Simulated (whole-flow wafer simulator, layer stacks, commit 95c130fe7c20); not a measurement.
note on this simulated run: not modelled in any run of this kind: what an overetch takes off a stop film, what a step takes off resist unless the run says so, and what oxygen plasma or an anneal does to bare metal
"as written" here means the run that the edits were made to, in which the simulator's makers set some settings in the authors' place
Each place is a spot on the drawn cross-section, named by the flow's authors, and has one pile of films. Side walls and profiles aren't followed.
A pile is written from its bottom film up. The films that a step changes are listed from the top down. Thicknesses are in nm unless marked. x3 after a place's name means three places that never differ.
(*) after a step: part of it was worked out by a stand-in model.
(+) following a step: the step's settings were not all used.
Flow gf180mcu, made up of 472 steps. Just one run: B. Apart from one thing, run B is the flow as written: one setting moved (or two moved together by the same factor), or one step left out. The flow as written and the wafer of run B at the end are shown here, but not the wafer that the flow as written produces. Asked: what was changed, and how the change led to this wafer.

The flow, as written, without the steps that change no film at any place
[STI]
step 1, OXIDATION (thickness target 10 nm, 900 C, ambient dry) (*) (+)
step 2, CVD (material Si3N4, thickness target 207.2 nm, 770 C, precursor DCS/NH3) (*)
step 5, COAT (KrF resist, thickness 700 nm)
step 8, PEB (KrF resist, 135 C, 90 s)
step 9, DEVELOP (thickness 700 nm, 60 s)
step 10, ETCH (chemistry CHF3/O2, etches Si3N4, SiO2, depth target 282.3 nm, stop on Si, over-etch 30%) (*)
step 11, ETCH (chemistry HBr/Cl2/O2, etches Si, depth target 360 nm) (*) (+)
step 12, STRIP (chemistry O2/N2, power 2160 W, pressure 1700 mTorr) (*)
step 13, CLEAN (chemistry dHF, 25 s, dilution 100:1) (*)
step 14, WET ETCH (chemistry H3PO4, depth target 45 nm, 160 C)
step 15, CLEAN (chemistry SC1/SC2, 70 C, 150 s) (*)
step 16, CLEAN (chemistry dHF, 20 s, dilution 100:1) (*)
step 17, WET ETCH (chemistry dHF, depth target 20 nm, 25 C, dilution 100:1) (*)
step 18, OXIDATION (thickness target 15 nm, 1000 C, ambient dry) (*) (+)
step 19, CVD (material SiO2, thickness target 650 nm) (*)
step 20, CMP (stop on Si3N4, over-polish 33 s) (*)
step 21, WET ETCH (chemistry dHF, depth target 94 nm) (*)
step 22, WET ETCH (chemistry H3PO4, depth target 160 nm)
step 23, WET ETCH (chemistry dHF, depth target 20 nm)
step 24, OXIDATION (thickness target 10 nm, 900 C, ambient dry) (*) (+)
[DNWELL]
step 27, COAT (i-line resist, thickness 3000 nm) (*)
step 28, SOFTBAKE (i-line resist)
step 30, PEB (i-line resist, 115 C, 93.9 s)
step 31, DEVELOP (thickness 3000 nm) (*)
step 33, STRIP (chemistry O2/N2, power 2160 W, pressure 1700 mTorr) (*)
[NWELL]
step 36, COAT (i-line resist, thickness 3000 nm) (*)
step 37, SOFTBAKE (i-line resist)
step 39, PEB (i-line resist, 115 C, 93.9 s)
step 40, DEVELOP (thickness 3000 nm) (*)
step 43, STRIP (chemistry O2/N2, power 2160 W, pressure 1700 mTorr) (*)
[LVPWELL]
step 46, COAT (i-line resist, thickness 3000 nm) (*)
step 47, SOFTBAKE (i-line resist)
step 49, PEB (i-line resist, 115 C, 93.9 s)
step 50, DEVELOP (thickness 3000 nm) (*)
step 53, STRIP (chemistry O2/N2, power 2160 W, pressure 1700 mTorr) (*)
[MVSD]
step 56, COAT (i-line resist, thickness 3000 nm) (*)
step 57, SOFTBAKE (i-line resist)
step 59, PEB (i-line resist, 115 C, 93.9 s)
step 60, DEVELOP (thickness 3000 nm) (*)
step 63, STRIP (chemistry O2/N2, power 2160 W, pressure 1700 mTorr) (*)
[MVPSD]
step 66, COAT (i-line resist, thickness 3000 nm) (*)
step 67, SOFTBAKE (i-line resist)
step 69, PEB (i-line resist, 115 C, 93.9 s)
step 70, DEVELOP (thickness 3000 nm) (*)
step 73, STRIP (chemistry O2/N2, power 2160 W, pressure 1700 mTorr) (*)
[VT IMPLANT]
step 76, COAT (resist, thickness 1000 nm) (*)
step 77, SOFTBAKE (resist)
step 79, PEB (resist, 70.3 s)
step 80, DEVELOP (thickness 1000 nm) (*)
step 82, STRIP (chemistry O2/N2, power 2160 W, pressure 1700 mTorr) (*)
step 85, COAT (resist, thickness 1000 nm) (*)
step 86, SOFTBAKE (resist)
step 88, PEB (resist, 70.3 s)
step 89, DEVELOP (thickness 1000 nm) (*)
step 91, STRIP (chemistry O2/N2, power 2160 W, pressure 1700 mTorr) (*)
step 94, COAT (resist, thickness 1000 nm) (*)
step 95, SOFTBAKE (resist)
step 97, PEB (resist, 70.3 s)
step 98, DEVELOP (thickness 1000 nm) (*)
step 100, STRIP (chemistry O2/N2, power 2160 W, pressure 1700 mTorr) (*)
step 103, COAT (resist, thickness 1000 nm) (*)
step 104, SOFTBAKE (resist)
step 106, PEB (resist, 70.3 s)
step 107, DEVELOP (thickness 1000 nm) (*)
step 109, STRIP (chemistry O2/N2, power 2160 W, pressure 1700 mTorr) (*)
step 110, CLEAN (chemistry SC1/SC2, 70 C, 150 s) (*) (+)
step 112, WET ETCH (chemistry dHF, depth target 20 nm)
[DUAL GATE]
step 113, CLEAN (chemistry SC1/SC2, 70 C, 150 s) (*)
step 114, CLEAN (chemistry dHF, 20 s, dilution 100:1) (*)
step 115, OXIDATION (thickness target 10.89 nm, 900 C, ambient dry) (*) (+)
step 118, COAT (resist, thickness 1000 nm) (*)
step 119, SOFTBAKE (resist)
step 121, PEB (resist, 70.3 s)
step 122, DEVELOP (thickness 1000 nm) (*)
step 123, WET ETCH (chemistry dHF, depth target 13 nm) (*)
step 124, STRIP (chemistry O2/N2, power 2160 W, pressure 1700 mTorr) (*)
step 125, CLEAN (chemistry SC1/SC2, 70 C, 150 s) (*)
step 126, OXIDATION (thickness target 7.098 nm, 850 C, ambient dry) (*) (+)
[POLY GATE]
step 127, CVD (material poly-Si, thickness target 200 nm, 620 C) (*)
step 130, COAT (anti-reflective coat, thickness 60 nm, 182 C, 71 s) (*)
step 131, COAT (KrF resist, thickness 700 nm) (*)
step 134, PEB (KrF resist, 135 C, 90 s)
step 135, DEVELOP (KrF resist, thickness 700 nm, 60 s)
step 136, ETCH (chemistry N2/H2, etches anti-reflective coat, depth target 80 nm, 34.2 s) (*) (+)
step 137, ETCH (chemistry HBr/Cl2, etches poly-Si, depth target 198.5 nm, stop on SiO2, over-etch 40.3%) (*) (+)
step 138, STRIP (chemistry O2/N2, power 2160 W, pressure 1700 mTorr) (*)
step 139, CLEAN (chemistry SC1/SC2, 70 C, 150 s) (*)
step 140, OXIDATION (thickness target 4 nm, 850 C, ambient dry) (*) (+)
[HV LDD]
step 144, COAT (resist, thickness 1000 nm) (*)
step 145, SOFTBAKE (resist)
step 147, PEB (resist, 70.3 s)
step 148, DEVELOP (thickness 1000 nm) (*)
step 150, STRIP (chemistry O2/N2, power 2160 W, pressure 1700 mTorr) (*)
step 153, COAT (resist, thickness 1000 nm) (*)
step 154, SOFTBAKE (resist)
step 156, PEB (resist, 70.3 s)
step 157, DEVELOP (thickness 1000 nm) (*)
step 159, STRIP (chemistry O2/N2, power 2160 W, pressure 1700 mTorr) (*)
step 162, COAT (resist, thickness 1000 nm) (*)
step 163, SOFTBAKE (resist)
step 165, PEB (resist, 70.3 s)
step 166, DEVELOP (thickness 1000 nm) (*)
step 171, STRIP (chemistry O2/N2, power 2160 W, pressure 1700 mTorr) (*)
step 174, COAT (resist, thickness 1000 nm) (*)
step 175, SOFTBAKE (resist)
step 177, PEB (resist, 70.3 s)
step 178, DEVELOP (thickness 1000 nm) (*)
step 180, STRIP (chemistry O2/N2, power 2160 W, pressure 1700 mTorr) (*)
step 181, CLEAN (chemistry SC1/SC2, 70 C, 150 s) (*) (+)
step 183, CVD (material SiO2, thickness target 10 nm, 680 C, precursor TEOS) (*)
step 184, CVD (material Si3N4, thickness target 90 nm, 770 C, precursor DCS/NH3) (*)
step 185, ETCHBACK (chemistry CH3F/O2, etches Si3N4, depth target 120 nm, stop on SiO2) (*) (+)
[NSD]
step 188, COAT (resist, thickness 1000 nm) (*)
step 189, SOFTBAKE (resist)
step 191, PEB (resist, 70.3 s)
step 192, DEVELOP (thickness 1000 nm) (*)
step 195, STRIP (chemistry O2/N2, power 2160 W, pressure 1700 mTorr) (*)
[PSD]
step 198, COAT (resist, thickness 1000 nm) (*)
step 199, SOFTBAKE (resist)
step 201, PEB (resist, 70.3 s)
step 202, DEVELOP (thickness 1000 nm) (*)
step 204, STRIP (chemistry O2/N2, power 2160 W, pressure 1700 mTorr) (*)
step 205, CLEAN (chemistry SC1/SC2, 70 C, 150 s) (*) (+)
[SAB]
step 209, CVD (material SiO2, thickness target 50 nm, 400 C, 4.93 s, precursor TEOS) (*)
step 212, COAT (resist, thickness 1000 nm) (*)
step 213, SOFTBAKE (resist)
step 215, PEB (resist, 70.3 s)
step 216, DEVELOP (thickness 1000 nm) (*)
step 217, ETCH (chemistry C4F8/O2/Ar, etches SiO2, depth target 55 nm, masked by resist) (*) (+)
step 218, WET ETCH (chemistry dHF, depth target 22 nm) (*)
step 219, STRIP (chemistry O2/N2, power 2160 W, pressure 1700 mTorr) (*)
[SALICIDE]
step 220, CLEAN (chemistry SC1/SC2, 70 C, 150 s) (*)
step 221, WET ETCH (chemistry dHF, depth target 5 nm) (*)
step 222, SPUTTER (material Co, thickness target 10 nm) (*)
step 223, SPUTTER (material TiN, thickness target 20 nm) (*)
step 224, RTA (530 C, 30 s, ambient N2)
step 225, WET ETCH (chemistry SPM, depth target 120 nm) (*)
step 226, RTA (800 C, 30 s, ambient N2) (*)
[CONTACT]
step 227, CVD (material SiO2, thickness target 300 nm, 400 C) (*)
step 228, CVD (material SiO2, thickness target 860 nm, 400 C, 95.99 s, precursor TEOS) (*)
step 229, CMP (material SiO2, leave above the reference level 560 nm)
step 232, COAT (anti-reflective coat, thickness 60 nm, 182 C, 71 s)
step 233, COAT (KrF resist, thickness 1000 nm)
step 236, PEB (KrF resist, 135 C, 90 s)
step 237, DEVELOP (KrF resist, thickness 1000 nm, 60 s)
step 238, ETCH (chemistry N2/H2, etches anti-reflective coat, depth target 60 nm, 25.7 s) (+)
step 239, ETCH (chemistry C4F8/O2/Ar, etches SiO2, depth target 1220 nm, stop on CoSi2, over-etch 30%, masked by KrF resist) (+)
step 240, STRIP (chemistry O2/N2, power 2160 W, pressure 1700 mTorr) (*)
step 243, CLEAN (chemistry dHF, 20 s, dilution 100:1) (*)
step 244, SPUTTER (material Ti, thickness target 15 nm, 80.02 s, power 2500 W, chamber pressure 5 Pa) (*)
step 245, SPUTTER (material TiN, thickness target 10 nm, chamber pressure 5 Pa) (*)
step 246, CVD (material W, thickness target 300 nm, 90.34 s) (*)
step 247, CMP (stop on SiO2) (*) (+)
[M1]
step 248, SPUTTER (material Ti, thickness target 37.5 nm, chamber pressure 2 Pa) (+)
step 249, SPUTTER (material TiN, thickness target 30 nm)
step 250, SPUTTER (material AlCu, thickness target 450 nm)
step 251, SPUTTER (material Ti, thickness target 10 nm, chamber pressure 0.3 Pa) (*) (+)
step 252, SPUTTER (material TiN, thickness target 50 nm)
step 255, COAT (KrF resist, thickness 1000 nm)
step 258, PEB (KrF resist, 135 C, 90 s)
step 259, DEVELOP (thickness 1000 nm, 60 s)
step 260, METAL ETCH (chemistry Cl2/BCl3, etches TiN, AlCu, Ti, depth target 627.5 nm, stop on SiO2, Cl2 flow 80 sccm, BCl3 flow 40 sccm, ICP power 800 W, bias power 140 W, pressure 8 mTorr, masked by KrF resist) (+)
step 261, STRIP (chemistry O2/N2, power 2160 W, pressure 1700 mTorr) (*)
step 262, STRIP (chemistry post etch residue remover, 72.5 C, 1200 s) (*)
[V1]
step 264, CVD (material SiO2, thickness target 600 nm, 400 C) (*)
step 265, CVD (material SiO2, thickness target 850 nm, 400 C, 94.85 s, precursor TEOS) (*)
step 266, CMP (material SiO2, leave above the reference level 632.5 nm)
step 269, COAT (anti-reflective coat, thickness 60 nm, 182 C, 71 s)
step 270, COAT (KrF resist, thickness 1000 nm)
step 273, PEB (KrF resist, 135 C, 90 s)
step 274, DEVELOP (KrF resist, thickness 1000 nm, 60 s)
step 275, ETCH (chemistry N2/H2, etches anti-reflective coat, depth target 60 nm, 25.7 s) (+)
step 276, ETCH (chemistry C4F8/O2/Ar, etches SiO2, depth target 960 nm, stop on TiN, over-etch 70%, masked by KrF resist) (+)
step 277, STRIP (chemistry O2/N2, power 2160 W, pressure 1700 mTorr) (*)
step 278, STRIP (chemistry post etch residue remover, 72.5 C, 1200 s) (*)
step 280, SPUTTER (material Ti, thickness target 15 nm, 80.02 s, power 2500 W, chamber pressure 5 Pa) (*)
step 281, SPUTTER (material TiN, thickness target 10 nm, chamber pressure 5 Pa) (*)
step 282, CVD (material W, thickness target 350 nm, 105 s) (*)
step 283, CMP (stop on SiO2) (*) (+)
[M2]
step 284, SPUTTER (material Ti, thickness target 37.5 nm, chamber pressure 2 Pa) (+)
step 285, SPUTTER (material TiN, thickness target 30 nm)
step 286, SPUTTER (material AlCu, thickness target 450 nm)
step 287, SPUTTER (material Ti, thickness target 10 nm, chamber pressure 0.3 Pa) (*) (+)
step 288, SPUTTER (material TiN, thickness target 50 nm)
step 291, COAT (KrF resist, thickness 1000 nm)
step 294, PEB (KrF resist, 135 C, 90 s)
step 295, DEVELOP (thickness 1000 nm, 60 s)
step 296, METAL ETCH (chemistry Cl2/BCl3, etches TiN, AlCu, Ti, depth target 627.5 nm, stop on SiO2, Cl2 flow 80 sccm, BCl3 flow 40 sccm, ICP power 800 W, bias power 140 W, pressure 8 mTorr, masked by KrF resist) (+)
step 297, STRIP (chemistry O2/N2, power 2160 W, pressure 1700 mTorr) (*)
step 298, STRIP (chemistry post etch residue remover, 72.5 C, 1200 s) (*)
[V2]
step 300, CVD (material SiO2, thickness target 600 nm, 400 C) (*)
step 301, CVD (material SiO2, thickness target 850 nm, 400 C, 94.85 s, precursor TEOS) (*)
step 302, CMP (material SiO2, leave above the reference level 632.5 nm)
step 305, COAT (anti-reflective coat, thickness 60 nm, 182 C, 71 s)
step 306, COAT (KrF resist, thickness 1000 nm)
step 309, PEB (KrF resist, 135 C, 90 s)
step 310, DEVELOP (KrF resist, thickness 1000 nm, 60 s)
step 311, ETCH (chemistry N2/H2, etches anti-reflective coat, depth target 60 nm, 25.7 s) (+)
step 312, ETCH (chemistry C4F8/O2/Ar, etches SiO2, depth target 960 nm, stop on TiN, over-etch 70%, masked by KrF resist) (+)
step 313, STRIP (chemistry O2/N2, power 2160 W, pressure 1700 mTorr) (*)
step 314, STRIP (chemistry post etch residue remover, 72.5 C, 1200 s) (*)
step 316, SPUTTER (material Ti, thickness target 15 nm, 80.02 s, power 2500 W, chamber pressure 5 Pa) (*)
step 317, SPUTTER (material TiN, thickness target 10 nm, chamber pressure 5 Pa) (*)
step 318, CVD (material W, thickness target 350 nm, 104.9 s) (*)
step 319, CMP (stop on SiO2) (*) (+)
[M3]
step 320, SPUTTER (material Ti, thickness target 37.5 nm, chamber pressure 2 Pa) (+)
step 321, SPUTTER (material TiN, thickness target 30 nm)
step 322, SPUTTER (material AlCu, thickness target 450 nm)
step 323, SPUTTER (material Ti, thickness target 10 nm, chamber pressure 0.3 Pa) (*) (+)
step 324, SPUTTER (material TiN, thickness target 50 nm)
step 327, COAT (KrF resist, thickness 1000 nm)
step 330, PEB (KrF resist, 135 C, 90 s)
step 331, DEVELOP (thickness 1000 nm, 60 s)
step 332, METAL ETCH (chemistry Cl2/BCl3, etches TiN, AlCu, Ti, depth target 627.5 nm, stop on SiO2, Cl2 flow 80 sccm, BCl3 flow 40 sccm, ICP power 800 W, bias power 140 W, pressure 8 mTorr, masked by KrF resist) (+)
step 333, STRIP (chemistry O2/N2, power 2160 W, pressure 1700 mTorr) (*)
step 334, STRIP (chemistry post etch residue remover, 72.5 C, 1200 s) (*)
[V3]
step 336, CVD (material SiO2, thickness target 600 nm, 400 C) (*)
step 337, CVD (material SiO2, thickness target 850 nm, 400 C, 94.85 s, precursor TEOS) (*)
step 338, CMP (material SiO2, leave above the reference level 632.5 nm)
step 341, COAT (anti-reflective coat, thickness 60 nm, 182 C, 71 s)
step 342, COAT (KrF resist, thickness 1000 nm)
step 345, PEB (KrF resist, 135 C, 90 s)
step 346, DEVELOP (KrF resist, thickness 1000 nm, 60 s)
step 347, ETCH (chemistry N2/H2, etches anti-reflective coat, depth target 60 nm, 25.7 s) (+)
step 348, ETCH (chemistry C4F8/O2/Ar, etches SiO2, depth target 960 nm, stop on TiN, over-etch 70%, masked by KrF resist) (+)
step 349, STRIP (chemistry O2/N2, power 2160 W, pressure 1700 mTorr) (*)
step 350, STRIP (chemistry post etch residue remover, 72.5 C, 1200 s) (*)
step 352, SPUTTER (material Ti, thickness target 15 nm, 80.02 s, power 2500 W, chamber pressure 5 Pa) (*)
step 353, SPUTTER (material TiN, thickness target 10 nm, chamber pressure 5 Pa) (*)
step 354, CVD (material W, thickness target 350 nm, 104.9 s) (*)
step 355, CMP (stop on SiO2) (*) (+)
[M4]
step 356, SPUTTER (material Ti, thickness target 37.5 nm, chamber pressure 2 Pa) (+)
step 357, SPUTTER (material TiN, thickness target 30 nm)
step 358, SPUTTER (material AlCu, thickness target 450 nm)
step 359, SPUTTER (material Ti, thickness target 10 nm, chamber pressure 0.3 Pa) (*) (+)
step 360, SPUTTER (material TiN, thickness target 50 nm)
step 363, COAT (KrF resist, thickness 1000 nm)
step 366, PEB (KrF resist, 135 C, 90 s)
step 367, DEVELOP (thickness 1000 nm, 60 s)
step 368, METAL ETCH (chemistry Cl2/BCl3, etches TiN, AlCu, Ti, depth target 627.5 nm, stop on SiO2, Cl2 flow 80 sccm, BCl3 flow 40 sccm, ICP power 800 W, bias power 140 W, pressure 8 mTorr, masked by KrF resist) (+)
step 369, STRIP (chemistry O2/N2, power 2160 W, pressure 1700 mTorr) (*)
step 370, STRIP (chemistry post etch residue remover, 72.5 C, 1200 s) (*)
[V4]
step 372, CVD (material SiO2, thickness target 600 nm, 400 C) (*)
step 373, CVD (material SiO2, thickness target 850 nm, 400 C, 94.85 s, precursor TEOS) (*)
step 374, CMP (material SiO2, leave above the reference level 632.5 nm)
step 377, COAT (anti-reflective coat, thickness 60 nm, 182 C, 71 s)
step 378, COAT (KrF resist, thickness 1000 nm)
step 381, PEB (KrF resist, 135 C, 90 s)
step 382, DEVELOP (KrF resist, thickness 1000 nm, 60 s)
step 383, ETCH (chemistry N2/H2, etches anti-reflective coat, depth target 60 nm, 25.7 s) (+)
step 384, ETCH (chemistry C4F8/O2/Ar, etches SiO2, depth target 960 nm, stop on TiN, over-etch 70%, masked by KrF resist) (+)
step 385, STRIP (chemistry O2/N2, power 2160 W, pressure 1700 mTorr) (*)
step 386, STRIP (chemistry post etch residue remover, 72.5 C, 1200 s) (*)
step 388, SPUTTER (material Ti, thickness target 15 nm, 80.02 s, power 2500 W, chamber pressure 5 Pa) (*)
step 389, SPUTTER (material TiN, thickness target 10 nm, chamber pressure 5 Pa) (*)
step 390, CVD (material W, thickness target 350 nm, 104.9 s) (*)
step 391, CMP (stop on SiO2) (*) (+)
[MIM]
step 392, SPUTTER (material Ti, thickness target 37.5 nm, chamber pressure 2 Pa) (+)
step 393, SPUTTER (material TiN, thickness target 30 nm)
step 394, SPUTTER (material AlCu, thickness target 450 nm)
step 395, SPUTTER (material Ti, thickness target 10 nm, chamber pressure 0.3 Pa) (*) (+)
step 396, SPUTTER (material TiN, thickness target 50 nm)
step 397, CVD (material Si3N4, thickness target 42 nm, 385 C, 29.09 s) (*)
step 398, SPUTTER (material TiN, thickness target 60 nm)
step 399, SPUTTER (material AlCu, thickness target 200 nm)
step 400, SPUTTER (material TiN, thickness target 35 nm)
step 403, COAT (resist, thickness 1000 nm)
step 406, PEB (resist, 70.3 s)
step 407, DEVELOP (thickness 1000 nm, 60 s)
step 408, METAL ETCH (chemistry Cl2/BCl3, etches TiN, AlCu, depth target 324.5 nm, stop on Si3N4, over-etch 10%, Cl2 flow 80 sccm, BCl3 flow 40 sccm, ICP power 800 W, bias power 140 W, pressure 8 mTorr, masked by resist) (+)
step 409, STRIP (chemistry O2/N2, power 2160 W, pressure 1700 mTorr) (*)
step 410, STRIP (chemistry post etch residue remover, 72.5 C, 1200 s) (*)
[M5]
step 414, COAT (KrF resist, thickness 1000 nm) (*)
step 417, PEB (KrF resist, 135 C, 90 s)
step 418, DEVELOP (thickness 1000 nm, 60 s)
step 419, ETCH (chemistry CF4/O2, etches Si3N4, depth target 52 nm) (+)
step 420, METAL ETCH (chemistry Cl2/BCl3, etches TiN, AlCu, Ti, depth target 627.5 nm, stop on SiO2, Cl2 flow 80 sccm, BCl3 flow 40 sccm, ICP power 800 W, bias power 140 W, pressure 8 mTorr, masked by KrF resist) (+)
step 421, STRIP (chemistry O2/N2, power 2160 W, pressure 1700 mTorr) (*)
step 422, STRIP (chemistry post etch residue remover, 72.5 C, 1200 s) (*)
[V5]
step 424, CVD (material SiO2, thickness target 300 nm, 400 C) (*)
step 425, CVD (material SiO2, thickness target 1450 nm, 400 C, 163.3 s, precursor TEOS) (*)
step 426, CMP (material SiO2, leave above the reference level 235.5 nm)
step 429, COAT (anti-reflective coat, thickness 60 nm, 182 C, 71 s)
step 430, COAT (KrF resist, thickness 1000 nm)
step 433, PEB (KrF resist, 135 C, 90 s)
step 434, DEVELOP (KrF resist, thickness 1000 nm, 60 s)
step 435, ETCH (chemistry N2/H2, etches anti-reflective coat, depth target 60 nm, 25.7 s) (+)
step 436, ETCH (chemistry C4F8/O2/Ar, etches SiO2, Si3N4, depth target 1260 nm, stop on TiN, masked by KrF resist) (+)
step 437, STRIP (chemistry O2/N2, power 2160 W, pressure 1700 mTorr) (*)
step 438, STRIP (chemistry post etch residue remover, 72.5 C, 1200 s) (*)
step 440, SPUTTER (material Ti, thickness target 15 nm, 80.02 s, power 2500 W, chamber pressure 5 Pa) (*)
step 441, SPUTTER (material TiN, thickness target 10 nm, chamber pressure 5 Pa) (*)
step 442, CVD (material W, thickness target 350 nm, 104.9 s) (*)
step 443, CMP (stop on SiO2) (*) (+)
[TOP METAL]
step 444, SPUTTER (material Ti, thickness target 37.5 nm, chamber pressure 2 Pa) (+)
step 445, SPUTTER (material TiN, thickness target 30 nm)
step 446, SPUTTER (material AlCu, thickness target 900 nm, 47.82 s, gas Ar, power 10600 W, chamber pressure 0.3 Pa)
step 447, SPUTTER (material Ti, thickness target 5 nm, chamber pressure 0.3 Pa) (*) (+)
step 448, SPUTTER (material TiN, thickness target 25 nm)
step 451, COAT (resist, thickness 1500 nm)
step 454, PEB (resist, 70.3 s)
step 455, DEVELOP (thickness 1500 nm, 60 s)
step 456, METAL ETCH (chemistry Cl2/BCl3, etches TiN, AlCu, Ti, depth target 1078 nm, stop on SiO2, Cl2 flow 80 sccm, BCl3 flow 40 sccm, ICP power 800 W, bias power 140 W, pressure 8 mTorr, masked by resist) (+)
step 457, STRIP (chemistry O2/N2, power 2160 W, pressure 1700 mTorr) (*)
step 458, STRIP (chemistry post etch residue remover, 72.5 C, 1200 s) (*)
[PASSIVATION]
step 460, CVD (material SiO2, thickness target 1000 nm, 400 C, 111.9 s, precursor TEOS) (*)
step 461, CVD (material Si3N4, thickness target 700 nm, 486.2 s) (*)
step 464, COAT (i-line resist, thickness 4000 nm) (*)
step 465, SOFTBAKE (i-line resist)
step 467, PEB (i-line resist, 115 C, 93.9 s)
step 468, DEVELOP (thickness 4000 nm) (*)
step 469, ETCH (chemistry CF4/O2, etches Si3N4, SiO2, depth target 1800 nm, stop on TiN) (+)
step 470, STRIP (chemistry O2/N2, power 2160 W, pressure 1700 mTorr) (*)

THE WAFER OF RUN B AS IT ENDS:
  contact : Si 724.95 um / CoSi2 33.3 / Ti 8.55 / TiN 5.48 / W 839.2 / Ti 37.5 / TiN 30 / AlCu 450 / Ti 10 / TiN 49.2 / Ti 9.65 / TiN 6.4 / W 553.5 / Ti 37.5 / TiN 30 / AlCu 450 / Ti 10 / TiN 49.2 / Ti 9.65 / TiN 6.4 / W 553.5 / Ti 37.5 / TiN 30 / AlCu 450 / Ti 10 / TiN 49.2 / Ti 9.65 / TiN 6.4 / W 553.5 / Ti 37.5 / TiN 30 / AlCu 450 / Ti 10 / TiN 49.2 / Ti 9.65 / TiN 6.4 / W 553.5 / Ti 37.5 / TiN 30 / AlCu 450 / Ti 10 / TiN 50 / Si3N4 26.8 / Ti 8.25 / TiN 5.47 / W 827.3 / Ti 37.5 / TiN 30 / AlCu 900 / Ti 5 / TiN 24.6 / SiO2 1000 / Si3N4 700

The reason: step 436, ETCH: depth target 844 nm was run, whereas the flow has depth target 1260 nm.

The path from the change to this, step by step:
  step 436, ETCH (chemistry C4F8/O2/Ar, etches SiO2, Si3N4, depth target 1260 nm, stop on TiN, masked by KrF resist) (+)
      contact: -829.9 SiO2 (all of it), -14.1 Si3N4 (as written it would have been: -829.9 SiO2 (all of it), -41.3 Si3N4 (all of it))
      field, field__w1, field__w2 and 108 more: -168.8 KrF resist (as written it would have been: -252 KrF resist)
  step 437, STRIP (chemistry O2/N2, power 2160 W, pressure 1700 mTorr) (*)
      field, field__w1, field__w2 and 108 more: -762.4 KrF resist (all of it), -60 anti-reflective coat (all of it) (as written it would have been: -679.2 KrF resist (all of it), -60 anti-reflective coat (all of it))
  step 442, CVD (material W, thickness target 350 nm, 104.9 s) (*)
      contact: +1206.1 W (new film) (as written it would have been: +1233.6 W (new film))
Taking metal films that touch as one body, contact has 2 bodies (between them, from the top down: Si3N4 26.8); the flow as written gives 1 body.
